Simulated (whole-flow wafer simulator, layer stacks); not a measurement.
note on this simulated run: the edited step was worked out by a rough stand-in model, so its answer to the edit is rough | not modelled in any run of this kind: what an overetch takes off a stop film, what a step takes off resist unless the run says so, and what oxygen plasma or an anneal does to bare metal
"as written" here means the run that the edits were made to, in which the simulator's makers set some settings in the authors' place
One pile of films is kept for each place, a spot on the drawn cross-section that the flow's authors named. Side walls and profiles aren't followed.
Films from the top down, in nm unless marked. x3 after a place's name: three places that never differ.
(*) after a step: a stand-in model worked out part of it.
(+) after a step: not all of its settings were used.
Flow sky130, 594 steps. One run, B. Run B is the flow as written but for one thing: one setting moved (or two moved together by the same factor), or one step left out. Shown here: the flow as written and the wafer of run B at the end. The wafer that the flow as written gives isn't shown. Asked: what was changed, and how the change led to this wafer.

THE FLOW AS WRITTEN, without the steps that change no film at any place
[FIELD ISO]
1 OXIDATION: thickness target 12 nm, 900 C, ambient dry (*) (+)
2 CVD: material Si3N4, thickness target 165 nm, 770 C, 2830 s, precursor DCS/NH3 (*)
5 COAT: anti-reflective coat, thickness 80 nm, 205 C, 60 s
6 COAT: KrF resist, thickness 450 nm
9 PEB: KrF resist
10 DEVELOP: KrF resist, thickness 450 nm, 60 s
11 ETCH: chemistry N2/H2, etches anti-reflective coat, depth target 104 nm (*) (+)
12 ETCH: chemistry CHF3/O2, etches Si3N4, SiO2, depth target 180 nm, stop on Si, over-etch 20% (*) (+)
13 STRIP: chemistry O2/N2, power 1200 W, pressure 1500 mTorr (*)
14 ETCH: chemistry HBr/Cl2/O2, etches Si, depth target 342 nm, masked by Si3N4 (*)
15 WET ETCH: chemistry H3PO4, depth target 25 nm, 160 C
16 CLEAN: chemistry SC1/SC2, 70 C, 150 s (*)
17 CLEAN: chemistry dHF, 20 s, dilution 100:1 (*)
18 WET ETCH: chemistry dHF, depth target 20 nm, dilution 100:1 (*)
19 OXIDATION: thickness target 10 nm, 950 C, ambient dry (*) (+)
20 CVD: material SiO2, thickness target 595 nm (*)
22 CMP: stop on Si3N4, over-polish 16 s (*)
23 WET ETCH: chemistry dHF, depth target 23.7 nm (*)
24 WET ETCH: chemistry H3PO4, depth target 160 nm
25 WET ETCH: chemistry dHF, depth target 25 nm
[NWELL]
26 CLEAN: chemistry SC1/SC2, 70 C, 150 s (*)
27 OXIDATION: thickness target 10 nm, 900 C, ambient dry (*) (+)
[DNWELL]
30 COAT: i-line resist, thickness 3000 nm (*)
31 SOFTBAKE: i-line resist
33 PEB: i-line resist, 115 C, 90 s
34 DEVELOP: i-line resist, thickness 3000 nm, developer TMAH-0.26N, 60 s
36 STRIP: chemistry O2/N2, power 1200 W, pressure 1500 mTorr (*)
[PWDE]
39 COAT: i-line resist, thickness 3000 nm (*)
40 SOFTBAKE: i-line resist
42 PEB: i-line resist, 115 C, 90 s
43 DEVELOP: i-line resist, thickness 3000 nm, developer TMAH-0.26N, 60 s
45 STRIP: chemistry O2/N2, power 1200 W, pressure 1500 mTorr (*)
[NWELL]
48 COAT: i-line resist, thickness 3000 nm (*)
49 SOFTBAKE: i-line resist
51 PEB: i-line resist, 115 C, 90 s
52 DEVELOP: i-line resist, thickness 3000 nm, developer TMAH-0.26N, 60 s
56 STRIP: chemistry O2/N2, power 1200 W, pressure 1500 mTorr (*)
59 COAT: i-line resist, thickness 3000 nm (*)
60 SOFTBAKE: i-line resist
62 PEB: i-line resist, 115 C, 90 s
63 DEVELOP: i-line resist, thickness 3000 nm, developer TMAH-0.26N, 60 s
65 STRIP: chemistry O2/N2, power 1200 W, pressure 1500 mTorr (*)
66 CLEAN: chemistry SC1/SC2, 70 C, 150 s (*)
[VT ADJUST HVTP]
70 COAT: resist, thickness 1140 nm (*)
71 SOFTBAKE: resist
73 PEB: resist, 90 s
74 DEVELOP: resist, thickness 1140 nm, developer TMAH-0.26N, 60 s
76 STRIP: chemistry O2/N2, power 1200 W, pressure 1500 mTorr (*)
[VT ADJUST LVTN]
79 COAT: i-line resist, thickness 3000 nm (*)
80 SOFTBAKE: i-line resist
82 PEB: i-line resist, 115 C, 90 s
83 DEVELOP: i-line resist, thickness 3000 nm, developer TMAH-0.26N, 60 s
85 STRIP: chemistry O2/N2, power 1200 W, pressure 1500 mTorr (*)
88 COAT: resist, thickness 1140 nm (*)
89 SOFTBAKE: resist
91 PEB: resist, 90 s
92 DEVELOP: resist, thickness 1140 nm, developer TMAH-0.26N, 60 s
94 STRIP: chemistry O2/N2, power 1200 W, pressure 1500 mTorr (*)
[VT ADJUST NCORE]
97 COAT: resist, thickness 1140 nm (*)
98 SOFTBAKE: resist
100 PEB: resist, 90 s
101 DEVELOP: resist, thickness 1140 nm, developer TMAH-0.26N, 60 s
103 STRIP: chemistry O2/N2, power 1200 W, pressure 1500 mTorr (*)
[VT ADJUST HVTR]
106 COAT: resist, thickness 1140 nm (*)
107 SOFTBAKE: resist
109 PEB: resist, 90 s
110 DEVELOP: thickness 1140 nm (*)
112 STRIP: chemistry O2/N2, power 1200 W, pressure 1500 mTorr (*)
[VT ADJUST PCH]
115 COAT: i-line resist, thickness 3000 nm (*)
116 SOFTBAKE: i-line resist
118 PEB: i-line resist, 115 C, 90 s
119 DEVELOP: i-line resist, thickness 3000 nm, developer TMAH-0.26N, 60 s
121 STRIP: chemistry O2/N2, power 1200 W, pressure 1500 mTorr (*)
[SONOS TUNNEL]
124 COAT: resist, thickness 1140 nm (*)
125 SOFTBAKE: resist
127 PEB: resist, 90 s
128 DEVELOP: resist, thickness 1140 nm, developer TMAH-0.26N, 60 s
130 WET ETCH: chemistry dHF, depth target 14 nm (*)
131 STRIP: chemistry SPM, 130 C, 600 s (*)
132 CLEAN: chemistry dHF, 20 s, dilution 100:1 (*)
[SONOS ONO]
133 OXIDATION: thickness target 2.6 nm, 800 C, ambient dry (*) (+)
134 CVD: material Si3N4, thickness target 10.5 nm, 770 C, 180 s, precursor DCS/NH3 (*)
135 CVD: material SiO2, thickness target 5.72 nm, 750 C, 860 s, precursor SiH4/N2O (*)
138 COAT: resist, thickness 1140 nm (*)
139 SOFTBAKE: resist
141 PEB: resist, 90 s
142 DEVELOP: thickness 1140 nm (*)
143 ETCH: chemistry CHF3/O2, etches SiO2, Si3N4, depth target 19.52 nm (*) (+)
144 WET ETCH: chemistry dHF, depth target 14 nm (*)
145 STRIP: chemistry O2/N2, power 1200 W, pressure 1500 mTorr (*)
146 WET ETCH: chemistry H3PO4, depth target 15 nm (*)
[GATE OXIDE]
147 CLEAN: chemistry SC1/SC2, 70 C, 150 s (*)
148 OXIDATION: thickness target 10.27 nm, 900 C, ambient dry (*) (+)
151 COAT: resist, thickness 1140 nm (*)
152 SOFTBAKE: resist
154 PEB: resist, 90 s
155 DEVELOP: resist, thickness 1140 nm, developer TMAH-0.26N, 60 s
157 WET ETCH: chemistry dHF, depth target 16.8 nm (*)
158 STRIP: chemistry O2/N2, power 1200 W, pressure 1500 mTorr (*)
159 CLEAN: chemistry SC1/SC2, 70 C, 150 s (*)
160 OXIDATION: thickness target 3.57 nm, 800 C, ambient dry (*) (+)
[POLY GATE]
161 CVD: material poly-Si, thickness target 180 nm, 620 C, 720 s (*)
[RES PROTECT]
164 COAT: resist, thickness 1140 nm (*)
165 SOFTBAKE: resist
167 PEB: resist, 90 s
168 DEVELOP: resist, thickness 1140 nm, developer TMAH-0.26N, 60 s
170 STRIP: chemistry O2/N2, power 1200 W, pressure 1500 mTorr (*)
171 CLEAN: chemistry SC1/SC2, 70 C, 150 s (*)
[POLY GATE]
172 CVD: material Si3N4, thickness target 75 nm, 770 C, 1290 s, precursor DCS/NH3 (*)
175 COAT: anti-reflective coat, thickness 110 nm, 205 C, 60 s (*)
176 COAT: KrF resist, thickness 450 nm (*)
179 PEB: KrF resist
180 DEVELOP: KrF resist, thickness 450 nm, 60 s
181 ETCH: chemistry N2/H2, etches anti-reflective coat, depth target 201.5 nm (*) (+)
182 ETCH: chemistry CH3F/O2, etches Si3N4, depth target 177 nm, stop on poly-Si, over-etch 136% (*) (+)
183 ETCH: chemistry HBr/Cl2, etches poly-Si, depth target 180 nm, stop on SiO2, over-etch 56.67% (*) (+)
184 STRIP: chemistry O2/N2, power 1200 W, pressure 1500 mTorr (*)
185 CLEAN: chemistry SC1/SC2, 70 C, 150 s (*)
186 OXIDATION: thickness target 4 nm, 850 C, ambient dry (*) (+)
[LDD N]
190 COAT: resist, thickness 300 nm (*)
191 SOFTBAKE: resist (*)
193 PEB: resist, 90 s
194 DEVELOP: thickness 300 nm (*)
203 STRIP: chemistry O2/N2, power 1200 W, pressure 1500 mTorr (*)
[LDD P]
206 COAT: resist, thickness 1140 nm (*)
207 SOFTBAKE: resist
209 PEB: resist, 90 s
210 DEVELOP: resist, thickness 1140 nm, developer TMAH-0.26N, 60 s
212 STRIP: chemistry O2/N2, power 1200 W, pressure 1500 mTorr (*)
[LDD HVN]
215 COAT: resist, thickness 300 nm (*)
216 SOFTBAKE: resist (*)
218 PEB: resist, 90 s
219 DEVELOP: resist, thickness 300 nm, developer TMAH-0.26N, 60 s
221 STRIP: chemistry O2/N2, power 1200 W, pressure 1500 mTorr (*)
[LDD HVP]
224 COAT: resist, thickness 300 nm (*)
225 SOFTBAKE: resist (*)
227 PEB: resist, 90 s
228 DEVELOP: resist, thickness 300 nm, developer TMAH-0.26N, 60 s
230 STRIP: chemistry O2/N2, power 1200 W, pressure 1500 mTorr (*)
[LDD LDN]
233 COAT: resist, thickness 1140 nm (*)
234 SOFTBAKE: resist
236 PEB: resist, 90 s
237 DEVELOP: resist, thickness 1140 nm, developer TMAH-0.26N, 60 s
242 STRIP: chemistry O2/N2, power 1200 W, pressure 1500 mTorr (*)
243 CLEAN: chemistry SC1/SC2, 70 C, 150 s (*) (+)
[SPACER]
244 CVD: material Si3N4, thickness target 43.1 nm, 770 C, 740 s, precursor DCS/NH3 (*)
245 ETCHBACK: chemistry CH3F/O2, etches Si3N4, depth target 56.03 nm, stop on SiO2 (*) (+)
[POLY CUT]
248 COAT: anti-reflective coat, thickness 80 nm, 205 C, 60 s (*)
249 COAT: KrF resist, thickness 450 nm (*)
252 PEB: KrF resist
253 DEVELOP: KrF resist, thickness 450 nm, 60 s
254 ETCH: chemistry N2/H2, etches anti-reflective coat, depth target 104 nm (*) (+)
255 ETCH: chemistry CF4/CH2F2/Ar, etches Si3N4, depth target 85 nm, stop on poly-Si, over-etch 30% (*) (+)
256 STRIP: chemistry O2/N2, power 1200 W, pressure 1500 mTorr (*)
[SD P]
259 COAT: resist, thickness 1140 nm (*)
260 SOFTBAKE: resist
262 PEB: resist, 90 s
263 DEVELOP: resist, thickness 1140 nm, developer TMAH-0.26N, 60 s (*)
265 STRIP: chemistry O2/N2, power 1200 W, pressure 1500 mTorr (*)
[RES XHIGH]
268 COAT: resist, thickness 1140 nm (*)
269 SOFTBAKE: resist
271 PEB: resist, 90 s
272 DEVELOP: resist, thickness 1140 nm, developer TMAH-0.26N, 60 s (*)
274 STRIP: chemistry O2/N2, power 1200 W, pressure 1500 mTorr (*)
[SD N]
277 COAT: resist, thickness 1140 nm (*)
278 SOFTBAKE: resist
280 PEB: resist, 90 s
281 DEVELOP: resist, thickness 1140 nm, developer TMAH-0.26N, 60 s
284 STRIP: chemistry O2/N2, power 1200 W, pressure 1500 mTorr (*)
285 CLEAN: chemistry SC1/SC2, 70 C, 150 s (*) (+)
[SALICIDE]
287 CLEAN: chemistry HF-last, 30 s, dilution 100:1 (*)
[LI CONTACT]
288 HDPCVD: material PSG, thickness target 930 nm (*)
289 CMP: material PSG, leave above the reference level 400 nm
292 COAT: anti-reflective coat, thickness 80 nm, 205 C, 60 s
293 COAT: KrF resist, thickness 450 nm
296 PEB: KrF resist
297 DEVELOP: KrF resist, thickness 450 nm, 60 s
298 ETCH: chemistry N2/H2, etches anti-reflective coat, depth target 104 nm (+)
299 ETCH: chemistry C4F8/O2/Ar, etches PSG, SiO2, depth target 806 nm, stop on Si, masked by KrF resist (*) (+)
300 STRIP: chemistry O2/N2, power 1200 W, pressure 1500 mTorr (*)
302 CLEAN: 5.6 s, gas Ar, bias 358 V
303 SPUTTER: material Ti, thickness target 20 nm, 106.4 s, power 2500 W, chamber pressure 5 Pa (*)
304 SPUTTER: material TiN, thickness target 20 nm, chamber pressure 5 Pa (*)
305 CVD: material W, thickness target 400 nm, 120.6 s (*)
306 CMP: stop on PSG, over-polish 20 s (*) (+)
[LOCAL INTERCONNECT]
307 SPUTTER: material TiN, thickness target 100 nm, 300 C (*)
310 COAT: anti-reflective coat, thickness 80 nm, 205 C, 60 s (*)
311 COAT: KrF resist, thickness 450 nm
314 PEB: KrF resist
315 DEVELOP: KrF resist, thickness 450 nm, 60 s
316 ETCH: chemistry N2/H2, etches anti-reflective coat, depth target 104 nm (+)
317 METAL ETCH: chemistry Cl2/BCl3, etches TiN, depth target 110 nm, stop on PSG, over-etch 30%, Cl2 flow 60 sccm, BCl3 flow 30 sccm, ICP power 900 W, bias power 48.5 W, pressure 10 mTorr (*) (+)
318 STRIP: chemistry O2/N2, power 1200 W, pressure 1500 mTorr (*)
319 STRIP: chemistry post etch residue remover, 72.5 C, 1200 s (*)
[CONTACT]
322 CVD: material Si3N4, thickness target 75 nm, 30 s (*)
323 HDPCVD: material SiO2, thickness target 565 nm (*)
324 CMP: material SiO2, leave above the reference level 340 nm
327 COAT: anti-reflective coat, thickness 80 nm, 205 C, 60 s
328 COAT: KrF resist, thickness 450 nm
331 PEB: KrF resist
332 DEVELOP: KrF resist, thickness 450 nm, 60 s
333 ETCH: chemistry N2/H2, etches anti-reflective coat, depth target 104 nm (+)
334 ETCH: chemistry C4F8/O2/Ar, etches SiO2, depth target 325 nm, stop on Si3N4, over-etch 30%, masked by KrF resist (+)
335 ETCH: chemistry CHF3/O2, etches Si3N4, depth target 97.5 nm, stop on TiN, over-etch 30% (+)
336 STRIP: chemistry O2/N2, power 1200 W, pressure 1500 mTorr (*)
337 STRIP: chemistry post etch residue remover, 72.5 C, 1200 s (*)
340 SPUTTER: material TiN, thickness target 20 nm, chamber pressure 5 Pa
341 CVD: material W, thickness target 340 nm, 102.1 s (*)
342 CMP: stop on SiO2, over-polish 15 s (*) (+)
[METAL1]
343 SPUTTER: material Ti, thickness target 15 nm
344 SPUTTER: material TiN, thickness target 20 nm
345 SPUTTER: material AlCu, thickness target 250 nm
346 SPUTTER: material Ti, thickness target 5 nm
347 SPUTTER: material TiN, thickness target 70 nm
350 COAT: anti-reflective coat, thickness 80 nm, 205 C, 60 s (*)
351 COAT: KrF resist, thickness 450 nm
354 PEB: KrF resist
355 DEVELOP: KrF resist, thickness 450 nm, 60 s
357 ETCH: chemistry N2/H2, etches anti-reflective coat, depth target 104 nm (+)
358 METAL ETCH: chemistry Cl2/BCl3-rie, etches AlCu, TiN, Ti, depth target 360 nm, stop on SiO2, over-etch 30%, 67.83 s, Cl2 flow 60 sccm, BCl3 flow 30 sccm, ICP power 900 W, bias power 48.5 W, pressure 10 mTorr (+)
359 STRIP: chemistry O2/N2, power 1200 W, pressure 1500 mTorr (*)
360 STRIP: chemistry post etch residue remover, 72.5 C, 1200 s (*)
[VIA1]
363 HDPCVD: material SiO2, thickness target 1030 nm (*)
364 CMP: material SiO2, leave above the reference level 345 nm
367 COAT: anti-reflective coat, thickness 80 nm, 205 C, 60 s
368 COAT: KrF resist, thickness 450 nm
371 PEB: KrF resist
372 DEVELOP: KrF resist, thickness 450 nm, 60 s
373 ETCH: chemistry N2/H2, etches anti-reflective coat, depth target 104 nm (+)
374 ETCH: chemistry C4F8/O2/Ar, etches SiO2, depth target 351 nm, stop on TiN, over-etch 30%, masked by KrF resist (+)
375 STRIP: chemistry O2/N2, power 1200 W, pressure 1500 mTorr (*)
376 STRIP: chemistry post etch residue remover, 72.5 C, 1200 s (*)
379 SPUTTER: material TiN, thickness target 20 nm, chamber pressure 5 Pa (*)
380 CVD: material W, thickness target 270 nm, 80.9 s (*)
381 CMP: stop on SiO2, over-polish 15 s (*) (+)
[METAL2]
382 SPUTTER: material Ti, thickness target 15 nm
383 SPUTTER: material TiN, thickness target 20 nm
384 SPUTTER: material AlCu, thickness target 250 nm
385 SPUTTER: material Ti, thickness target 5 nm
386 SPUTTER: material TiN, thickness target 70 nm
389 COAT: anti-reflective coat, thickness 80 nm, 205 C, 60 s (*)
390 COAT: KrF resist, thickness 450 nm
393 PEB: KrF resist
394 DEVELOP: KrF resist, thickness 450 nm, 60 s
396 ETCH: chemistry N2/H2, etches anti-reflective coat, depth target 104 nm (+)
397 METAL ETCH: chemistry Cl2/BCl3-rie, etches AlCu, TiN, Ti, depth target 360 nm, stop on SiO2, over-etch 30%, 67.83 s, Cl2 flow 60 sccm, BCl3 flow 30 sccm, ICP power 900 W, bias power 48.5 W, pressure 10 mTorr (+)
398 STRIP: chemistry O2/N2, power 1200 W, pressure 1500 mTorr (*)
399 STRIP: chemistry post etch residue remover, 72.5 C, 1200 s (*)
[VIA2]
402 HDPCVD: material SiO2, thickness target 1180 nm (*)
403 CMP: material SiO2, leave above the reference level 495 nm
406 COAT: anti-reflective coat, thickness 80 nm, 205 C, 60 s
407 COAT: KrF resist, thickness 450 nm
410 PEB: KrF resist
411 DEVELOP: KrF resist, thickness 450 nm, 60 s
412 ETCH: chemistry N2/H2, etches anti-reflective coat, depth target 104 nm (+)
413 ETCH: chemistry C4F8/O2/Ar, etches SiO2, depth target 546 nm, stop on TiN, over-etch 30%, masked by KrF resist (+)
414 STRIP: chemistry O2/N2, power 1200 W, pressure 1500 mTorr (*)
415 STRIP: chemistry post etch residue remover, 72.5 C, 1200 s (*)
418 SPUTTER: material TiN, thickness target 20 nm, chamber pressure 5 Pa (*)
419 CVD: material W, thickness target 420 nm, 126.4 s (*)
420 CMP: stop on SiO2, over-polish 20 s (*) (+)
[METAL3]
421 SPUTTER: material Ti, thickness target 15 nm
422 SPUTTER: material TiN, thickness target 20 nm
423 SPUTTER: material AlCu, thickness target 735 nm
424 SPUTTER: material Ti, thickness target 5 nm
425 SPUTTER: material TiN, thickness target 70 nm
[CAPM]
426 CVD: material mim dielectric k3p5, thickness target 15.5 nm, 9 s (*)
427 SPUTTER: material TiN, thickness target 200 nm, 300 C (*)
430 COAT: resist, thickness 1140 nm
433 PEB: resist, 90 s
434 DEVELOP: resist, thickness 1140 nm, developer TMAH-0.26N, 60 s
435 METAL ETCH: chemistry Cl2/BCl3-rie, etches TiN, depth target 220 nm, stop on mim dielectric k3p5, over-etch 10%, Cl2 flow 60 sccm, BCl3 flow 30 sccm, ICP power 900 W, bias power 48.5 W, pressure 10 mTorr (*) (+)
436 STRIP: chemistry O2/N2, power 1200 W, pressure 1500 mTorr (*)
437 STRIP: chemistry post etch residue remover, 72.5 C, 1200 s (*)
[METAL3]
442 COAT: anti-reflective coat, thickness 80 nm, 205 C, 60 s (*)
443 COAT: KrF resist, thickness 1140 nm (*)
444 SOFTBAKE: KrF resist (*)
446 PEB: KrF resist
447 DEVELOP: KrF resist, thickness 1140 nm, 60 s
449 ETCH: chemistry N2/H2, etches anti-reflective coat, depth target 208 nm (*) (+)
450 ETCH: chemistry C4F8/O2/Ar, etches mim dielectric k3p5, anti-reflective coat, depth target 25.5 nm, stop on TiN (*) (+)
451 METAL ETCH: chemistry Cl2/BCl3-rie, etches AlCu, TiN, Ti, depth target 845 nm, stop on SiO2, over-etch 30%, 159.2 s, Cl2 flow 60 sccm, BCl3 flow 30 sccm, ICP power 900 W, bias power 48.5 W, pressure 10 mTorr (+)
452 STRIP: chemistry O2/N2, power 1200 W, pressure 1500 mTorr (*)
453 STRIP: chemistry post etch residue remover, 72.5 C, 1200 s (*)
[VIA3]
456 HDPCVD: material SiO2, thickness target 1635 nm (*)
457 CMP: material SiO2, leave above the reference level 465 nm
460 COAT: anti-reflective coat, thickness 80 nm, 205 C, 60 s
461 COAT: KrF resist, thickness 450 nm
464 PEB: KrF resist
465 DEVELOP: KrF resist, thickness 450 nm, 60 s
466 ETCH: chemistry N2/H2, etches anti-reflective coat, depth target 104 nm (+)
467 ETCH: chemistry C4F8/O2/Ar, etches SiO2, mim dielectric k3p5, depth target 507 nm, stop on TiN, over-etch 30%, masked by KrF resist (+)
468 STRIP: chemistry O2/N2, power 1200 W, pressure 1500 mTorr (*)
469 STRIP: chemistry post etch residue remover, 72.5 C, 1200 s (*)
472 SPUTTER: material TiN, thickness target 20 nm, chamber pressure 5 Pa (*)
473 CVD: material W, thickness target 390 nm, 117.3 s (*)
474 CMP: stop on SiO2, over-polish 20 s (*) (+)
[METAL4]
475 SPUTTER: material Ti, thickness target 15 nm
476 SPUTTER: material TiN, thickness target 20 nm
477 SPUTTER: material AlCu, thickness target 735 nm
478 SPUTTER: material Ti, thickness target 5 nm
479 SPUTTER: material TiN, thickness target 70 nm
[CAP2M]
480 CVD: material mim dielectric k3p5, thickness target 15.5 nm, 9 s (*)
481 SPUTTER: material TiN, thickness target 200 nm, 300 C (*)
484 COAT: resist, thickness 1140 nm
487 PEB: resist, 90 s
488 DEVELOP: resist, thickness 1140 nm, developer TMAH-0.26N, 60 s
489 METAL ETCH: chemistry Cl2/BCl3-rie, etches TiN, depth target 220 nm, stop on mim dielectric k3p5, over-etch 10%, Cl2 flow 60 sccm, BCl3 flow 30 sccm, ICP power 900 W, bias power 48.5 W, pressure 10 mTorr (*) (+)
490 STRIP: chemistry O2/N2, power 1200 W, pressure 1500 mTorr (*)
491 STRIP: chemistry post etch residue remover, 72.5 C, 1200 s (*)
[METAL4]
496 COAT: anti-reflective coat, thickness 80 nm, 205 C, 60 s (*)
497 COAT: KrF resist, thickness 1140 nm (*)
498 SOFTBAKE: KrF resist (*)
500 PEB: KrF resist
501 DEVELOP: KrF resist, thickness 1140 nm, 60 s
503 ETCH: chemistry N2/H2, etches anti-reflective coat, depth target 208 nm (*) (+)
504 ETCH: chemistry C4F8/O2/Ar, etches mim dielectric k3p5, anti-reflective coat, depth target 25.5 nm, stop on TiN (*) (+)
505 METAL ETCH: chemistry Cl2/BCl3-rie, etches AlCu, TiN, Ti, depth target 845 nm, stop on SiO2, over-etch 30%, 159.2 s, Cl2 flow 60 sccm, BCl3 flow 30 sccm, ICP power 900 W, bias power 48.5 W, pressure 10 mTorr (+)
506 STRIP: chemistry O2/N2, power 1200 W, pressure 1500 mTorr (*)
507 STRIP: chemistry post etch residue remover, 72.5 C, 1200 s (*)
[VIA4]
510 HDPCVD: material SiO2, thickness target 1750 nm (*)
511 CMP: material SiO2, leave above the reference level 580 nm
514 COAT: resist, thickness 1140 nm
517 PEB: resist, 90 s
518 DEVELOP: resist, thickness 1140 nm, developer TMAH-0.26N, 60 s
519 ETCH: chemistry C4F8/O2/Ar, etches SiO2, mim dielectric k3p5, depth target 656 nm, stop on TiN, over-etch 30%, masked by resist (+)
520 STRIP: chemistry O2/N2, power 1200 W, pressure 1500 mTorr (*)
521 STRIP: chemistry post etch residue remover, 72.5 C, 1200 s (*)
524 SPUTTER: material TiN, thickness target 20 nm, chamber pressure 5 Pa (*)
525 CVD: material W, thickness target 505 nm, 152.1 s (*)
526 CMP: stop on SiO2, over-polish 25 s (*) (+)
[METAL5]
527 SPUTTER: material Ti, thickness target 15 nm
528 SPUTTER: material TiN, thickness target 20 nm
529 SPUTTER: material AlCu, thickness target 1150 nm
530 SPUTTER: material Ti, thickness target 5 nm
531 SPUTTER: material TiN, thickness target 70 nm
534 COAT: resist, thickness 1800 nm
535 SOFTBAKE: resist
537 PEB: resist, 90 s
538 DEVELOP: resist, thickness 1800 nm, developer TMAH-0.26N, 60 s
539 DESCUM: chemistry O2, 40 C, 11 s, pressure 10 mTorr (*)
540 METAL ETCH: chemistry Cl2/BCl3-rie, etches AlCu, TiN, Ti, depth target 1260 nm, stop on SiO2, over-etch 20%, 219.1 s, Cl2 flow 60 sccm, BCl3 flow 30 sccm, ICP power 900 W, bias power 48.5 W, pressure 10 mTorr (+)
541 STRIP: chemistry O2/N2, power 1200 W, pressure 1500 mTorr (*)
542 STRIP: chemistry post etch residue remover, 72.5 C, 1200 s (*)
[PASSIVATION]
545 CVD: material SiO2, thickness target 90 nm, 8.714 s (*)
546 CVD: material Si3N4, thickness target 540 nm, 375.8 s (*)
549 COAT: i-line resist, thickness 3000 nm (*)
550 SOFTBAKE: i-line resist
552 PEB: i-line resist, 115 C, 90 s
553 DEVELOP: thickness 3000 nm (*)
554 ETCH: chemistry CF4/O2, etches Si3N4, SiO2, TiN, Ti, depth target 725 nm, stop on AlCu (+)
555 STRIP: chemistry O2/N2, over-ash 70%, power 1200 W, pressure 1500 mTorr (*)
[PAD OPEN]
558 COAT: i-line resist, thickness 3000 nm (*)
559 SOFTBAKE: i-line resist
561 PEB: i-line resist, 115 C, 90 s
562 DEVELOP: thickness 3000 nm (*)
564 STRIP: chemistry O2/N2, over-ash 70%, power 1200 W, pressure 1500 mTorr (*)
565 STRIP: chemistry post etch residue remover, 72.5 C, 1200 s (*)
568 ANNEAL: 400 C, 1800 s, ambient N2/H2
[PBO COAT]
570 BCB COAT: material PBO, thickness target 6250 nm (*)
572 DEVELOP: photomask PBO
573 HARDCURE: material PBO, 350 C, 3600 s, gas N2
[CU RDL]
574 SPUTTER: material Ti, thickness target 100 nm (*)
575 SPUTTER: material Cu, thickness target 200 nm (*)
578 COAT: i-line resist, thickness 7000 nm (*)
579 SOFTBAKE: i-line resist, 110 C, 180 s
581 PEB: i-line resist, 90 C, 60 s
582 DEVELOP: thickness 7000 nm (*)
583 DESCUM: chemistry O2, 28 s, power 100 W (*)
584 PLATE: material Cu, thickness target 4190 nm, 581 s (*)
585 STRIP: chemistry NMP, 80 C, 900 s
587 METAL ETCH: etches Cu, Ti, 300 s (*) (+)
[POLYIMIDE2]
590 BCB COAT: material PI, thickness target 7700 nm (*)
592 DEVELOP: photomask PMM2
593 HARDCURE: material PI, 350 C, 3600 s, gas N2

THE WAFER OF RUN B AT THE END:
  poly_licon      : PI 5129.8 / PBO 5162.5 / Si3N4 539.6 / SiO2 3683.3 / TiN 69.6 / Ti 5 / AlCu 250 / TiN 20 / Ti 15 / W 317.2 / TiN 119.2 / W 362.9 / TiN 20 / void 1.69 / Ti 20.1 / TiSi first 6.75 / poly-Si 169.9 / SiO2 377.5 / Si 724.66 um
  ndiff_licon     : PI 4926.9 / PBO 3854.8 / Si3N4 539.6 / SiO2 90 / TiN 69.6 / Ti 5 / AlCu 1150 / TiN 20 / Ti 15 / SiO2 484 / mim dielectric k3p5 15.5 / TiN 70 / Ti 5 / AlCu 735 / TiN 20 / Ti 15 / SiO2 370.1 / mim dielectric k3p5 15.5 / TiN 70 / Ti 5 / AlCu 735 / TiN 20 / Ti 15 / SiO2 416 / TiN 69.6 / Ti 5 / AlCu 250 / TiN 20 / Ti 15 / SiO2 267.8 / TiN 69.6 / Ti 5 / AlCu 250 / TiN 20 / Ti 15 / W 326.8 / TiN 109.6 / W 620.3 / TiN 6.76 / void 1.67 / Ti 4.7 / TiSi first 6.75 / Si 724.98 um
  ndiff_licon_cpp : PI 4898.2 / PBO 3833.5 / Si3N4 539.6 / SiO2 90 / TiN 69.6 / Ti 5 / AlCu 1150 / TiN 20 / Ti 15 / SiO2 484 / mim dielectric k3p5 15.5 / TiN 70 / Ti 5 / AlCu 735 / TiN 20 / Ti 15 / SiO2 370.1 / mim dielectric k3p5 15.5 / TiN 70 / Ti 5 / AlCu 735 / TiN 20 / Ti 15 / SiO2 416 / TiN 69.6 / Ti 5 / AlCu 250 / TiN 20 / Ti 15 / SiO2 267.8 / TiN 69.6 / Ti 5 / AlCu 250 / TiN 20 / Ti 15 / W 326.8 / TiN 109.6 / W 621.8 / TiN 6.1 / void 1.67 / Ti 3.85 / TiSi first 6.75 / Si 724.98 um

The cause: step 303, SPUTTER: thickness target 24 nm was run, where the flow has thickness target 20 nm.

How the change led to this, step by step:
  303 SPUTTER: material Ti, thickness target 20 nm, 106.4 s, power 2500 W, chamber pressure 5 Pa (*)
      field, active, n_well and 185 more: Ti +24 (new film) (as written it would be: Ti +20 (new film))
      ndiff_licon: Ti +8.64 (new film) (as written it would be: Ti +7.24 (new film))
      (and at 2 more places)
  306 CMP: stop on PSG, over-polish 20 s (*) (+)
      field, active, n_well and 184 more: W -400 (all of it), TiN -20 (all of it), Ti -24 (all of it), PSG -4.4 (as written it would be: W -400 (all of it), TiN -20 (all of it), Ti -20 (all of it), PSG -4.4)
      poly_licon: W -37.1 (as written it would be: W -33.1)
